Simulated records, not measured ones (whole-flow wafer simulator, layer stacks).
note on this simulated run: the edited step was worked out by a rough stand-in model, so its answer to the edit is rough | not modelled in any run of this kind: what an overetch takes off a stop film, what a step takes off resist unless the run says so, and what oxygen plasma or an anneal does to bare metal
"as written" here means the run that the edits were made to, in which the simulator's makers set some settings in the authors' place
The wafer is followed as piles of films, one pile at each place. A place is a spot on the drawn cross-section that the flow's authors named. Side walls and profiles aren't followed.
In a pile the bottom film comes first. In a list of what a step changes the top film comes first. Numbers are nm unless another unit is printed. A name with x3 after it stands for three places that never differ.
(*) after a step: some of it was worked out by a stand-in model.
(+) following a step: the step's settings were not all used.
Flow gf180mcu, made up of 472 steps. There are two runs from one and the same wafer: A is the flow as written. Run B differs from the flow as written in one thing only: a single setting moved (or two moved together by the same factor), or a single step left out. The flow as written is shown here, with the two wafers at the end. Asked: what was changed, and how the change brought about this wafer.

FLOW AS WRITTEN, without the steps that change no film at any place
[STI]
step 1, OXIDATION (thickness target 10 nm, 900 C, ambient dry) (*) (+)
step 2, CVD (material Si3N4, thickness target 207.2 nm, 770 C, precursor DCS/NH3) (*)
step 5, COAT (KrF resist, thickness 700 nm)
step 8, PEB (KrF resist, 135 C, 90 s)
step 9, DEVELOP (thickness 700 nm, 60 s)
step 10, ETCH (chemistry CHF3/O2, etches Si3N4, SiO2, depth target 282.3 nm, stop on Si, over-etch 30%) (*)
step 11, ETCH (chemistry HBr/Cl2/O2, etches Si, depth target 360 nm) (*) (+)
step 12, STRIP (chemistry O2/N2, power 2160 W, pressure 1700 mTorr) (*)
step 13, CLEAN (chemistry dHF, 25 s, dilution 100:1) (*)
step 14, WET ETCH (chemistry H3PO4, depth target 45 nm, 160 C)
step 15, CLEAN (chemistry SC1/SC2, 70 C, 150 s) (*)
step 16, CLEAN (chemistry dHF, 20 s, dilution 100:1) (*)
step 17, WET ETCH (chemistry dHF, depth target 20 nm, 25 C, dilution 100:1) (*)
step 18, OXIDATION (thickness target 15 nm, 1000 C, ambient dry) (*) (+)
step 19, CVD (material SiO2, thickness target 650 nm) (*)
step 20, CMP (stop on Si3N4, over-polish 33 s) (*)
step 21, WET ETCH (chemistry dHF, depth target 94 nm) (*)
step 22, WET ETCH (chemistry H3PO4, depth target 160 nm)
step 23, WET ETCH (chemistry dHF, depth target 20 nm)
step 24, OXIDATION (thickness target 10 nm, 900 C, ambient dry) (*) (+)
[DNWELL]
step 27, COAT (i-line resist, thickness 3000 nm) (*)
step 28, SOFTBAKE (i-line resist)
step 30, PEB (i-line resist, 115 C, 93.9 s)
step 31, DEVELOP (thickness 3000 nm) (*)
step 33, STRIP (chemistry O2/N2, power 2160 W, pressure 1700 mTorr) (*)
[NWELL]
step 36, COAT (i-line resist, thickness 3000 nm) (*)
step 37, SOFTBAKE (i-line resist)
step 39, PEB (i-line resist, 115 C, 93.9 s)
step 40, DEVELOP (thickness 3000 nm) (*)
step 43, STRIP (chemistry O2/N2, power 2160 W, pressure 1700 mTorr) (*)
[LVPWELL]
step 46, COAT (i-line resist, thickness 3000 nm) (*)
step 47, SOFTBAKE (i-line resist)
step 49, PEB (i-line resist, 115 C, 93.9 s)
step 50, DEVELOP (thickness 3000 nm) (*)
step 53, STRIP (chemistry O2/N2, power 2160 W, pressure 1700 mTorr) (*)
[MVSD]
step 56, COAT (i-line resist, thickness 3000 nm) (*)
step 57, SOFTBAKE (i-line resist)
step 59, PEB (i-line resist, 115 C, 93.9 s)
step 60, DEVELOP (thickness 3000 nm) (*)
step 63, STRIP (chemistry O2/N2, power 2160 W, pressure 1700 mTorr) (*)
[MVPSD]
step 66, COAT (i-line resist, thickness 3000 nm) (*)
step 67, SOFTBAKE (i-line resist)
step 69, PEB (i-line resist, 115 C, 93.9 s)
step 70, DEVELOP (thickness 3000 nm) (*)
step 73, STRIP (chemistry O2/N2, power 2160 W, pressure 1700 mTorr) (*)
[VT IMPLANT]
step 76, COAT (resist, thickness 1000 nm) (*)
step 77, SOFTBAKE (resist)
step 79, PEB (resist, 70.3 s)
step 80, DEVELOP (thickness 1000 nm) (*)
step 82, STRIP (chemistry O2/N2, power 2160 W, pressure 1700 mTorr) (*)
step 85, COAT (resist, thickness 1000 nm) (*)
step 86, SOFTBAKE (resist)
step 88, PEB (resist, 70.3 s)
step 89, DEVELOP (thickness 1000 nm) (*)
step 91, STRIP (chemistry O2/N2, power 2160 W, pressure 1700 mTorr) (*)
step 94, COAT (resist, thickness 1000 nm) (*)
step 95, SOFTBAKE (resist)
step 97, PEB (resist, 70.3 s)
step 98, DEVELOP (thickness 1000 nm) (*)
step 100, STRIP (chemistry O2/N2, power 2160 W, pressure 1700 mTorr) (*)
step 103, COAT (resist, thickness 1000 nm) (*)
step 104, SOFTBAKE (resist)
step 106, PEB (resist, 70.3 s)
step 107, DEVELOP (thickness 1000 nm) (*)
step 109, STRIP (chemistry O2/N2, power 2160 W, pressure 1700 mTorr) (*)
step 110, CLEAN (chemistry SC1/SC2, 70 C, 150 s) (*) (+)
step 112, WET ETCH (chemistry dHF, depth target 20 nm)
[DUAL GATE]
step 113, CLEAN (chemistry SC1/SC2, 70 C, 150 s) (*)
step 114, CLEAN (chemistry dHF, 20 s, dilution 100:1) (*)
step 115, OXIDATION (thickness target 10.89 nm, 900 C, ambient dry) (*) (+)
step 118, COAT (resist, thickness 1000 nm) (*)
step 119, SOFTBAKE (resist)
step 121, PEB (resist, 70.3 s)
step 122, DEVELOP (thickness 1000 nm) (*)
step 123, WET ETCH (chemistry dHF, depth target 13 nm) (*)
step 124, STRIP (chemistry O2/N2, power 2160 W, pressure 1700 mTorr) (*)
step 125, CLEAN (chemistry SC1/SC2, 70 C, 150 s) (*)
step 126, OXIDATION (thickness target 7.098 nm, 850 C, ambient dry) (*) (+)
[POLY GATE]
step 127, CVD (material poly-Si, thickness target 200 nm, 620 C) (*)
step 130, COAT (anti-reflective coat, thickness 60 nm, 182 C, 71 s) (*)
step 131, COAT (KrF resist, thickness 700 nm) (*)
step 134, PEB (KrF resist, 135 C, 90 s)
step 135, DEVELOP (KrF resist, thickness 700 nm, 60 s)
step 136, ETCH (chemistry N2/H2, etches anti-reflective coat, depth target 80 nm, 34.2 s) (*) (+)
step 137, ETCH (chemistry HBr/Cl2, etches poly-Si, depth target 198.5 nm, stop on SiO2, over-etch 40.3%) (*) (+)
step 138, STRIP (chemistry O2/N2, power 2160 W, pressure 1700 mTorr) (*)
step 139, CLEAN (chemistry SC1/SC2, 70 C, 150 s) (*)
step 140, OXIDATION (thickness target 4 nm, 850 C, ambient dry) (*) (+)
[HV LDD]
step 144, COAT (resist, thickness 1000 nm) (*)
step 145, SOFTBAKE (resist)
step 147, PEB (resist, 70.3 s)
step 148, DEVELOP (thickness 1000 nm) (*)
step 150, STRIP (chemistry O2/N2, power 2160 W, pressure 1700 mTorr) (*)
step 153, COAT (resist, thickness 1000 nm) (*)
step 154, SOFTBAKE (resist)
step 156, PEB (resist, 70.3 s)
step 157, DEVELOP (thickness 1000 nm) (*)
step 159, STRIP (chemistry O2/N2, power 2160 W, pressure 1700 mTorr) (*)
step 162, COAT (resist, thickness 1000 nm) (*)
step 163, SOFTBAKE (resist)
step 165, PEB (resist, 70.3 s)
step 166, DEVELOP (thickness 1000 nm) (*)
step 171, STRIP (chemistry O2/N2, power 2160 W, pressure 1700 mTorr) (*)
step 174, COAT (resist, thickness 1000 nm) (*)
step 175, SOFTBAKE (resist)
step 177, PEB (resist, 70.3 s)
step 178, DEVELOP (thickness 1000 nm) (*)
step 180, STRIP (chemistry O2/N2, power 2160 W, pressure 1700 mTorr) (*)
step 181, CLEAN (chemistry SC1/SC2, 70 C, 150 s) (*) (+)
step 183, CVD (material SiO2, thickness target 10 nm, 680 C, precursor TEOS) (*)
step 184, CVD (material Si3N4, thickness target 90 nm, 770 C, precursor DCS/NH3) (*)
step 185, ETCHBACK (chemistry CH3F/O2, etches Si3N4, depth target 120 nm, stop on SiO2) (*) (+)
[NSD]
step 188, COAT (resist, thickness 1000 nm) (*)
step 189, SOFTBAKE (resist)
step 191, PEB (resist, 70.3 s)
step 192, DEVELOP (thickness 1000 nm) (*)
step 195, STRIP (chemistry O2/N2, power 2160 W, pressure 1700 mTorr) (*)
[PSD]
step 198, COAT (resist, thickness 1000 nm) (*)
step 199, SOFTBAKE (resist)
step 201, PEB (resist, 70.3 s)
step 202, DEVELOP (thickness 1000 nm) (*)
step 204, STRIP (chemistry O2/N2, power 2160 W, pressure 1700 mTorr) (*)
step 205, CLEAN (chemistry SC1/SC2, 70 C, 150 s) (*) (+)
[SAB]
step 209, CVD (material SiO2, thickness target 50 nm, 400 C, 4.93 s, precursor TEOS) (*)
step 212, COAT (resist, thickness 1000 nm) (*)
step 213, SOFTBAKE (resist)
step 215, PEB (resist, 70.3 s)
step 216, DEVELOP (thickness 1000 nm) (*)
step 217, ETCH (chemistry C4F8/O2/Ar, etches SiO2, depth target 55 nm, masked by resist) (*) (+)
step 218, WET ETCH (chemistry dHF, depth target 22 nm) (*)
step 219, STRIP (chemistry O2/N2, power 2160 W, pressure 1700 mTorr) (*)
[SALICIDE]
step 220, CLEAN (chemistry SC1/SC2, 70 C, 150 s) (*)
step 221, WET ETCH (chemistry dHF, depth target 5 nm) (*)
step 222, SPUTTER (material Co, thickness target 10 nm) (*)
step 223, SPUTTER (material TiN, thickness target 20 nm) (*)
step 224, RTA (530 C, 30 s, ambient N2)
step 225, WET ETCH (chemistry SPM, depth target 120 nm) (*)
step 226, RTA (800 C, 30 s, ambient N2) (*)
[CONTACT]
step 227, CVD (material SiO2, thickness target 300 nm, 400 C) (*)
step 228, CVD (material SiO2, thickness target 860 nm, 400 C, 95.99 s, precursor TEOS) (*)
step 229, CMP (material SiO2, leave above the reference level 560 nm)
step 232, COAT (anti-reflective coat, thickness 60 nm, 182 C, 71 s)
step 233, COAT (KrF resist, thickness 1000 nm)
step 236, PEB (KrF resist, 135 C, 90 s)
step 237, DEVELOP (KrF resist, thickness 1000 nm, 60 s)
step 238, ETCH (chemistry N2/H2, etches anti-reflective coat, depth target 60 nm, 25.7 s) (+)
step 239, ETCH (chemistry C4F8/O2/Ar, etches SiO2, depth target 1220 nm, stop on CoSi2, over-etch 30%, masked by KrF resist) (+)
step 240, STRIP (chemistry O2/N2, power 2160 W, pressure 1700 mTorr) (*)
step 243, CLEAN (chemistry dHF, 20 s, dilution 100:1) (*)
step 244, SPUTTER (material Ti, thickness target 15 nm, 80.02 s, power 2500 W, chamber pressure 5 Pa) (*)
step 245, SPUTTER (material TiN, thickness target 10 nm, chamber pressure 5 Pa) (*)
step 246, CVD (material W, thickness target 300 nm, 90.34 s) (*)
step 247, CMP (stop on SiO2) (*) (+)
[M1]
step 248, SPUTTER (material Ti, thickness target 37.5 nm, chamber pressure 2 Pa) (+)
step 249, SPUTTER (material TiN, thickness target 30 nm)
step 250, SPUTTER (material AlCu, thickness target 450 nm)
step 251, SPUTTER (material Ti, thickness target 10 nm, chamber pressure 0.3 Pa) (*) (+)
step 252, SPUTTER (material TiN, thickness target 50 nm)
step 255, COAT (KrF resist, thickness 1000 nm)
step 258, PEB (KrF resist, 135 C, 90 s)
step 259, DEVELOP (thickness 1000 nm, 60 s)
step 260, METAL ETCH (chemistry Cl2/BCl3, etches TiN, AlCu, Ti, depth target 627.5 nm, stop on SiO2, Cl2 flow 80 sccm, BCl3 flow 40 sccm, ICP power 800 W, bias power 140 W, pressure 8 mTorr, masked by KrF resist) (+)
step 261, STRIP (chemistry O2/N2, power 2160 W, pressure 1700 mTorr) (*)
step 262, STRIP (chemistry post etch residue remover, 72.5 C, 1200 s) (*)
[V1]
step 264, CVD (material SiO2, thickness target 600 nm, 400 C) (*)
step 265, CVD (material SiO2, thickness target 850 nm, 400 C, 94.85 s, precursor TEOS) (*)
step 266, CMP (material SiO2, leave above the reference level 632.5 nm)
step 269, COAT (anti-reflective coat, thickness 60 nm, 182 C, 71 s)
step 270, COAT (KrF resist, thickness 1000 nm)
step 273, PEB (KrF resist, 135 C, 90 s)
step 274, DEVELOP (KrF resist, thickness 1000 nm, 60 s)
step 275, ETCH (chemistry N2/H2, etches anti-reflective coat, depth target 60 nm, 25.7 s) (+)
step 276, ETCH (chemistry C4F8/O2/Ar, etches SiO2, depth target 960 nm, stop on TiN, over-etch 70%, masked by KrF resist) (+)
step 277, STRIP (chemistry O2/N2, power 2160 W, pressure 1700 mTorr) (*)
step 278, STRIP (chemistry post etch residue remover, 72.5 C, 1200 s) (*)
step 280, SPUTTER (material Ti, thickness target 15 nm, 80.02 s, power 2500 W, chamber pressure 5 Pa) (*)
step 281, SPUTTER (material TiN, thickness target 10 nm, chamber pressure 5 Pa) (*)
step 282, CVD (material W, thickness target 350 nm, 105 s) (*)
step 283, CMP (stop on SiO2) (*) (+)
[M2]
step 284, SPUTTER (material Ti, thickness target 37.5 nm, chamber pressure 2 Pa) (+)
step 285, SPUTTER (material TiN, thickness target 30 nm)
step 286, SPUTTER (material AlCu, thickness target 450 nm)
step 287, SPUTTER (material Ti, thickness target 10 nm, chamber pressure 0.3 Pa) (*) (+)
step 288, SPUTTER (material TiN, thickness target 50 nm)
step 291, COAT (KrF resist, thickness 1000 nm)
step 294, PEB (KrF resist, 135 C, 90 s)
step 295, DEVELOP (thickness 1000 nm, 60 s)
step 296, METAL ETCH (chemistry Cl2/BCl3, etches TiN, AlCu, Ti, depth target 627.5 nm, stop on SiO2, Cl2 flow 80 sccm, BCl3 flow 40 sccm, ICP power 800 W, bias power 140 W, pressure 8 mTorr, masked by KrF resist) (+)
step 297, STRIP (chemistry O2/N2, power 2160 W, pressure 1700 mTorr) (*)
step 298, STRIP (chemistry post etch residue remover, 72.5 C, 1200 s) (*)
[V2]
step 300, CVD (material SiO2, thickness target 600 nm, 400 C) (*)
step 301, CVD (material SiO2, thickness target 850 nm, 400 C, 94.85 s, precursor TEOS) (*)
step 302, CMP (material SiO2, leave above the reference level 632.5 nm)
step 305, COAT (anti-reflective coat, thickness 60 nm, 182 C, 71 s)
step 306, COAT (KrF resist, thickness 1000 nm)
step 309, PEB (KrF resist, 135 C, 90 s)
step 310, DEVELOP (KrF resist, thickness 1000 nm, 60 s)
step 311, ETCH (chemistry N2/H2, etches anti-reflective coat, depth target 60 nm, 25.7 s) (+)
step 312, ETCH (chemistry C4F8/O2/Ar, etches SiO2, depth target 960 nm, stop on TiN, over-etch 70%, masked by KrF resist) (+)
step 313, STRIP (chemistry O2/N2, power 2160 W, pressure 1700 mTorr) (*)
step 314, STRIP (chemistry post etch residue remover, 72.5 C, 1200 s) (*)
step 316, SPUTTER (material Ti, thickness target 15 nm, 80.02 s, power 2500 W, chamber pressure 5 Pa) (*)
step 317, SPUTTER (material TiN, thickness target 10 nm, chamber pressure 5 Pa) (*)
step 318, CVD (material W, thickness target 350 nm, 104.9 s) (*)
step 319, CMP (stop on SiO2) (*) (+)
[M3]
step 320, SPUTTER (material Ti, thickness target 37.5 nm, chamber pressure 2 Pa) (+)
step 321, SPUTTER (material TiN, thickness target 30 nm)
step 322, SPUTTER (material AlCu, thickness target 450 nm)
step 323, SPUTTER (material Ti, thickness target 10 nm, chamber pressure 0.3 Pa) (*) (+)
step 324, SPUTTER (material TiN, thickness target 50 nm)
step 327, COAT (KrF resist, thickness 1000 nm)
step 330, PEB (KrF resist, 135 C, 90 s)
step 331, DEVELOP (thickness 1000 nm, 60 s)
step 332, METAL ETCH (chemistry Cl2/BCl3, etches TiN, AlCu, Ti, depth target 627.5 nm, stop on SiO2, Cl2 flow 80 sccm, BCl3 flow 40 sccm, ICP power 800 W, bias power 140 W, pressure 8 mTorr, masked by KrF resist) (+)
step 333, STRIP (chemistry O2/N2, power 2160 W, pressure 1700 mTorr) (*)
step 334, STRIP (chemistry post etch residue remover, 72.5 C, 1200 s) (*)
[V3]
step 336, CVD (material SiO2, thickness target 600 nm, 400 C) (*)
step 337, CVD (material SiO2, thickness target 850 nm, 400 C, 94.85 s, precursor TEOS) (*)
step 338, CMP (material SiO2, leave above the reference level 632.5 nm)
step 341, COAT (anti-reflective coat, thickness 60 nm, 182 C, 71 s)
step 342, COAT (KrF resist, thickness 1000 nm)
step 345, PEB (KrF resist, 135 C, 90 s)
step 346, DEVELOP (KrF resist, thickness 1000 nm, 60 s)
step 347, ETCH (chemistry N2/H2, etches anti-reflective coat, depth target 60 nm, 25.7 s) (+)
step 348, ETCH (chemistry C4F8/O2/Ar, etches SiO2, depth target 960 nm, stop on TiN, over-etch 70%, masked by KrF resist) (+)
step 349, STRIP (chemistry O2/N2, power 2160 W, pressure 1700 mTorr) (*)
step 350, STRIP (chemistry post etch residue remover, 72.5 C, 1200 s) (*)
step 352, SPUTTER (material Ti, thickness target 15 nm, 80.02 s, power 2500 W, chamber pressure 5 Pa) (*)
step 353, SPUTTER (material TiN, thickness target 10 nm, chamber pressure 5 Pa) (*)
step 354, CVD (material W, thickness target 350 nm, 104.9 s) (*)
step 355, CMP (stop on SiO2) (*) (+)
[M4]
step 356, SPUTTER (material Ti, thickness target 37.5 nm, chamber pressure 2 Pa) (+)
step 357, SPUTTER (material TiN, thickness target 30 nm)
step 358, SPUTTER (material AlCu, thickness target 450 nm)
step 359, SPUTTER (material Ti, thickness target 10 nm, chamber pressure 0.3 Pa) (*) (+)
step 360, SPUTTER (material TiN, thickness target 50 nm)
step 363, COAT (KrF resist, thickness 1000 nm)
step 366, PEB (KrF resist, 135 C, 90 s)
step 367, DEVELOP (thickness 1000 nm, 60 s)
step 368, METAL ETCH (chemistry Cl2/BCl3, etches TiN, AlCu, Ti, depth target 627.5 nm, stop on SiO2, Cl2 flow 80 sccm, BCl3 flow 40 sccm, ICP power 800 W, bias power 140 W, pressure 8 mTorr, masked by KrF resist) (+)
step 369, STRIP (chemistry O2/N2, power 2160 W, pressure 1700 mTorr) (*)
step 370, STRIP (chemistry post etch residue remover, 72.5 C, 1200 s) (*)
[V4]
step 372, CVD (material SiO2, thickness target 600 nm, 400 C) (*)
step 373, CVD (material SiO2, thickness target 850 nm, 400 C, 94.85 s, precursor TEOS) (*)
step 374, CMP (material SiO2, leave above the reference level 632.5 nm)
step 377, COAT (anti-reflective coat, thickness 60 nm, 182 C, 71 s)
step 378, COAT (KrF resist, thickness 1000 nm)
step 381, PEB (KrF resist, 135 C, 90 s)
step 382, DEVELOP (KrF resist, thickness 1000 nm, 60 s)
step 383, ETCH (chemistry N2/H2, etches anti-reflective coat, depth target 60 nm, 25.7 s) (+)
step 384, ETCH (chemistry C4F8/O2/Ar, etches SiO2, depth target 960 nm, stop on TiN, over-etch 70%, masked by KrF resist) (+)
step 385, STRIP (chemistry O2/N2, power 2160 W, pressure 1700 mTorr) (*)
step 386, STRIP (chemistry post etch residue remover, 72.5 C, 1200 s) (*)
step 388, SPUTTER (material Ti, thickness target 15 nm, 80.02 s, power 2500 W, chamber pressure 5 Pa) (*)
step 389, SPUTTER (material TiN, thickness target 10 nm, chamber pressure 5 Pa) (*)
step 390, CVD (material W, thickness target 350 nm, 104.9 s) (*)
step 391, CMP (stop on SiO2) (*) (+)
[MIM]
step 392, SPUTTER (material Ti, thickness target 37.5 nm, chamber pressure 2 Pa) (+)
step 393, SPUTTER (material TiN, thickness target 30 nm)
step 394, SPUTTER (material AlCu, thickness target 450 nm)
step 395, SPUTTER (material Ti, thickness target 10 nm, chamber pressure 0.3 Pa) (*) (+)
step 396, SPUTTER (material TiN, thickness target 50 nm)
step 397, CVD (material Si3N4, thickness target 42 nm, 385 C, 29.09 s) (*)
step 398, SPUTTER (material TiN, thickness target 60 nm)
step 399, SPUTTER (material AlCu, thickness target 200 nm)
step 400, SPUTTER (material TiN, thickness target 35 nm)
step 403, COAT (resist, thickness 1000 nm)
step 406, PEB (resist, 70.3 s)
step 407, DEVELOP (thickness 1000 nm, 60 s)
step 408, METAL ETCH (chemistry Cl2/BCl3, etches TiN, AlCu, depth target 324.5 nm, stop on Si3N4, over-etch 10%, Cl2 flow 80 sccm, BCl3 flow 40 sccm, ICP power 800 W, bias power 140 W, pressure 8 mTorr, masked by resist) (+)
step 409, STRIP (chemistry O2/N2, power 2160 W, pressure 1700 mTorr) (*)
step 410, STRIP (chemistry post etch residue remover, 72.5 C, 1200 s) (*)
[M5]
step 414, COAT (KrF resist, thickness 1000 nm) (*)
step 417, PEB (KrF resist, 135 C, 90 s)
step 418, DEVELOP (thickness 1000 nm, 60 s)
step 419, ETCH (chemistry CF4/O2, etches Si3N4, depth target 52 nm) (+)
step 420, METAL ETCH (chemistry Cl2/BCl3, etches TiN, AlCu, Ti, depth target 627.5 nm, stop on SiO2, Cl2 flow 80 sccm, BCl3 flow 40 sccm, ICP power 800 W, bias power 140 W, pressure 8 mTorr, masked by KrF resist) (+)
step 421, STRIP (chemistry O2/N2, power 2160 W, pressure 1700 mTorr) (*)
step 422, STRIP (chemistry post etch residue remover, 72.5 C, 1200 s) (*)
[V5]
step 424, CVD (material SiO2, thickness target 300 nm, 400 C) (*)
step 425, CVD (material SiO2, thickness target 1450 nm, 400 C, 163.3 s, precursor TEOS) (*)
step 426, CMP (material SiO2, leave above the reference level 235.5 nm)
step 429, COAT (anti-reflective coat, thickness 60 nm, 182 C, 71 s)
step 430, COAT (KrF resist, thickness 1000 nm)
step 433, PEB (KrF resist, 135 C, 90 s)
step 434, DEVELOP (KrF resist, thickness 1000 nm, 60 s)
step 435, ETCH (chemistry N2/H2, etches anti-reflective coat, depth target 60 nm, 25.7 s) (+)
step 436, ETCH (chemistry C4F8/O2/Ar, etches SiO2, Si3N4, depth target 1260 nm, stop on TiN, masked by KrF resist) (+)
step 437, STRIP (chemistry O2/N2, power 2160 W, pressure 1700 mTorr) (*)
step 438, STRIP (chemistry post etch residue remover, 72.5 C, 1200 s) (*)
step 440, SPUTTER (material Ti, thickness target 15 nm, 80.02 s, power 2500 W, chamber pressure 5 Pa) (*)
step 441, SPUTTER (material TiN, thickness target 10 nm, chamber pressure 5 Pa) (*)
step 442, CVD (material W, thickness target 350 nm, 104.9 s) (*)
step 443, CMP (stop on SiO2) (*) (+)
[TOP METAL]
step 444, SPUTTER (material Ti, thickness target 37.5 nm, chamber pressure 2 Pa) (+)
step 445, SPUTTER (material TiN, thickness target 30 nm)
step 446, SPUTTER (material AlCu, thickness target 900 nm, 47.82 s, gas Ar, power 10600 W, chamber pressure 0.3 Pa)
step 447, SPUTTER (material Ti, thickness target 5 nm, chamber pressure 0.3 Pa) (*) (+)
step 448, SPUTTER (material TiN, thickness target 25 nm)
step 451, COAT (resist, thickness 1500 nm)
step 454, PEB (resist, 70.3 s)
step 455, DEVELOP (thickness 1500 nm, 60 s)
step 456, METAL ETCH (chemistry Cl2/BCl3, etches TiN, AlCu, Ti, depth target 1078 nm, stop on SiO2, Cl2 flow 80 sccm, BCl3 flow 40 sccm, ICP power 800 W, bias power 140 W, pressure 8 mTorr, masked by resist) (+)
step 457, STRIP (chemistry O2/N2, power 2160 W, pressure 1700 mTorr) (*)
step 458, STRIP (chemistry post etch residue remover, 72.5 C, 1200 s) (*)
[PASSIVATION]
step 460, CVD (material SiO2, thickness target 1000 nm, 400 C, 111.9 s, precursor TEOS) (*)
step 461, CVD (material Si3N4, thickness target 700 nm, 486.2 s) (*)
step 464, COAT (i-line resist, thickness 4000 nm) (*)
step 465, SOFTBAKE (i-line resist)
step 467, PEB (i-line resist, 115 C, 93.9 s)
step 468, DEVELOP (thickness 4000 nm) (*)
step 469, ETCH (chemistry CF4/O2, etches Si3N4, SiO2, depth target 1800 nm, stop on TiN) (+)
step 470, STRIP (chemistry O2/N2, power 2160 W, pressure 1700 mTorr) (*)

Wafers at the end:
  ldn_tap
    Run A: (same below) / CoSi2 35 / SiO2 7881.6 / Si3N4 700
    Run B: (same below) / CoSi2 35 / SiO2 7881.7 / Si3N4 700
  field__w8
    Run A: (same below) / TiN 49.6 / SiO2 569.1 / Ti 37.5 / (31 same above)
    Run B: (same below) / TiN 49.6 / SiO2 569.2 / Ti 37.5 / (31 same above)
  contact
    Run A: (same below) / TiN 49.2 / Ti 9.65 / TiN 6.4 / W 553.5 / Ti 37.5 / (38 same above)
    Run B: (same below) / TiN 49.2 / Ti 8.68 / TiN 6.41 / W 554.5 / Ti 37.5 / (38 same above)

The reason: step 280, SPUTTER: 72.02 s was run, while the flow as written has 80.02 s.

The path from the change to this, step by step:
  step 280, SPUTTER (material Ti, thickness target 15 nm, 80.02 s, power 2500 W, chamber pressure 5 Pa) (*)
      field, field__w1, field__w2 and 107 more: A Ti gains 15 (new film) | B Ti gains 13.5 (new film)
      contact: A Ti gains 9.65 (new film) | B Ti gains 8.68 (new film)
  step 283, CMP (stop on SiO2) (*) (+)
      field, field__w1, field__w2 and 107 more: A W loses 350 (all of it), TiN loses 10 (all of it), Ti loses 15 (all of it), SiO2 loses 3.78 | B W loses 350 (all of it), TiN loses 10 (all of it), Ti loses 13.5 (all of it), SiO2 loses 3.77
